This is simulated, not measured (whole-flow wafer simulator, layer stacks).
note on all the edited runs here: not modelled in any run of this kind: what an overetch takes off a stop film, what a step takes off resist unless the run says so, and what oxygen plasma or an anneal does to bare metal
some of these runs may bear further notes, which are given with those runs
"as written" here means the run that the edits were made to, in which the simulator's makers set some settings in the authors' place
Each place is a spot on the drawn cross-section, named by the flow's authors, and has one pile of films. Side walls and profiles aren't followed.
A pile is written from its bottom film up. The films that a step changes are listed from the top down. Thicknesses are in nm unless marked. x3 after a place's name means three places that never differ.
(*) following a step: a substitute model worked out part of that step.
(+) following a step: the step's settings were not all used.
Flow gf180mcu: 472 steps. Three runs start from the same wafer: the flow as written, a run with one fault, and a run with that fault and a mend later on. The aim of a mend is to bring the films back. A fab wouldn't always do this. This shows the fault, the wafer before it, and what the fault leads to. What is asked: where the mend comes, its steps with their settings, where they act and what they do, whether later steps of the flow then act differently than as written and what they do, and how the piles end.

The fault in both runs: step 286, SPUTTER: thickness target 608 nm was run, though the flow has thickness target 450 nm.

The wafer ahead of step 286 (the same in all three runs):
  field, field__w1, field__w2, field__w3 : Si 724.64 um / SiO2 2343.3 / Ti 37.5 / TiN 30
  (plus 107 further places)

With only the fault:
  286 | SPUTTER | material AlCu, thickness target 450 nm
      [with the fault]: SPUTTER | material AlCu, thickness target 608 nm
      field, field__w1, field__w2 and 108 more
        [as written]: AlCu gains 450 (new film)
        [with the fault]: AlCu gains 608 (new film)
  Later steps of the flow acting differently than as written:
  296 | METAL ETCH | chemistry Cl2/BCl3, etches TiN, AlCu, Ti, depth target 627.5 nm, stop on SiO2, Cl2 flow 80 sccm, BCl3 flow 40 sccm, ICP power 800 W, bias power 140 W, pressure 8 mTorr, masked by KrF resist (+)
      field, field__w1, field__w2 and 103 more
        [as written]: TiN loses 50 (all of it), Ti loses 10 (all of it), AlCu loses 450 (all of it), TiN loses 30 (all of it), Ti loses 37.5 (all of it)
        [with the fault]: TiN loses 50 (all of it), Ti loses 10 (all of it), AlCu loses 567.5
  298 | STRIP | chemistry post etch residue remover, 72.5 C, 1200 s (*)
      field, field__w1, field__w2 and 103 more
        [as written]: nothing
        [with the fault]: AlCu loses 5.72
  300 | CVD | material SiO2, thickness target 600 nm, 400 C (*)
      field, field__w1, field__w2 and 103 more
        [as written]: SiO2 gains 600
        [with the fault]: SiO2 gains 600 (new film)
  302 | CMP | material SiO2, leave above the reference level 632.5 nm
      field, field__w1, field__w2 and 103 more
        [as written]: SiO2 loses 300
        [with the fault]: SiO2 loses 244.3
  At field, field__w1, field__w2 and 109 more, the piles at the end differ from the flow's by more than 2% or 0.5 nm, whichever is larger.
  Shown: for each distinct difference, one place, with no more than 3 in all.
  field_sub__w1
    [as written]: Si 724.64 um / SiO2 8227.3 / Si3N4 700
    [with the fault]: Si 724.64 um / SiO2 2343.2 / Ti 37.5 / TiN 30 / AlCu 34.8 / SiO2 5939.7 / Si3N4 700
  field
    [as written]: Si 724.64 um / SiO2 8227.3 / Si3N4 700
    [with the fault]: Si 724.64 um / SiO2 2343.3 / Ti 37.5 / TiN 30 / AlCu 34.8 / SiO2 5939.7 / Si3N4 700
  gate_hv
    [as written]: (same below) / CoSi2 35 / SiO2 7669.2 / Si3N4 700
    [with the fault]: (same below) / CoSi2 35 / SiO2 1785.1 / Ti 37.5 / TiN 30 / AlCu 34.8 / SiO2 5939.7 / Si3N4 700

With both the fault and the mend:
  The mend stands after step 286.
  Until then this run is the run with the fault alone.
  286a | METAL ETCH | chemistry Cl2/BCl3, etches TiN, AlCu, Ti, depth target 158 nm, Cl2 flow 80 sccm, BCl3 flow 40 sccm, ICP power 800 W, bias power 140 W, pressure 8 mTorr (the flow's step 260 again, with other settings)
      field, field__w1, field__w2 and 108 more
        AlCu loses 158
  Later steps of the flow that are run all act as written at every place that is followed.
  By the end, the piles equal the flow's at every place that both follow.
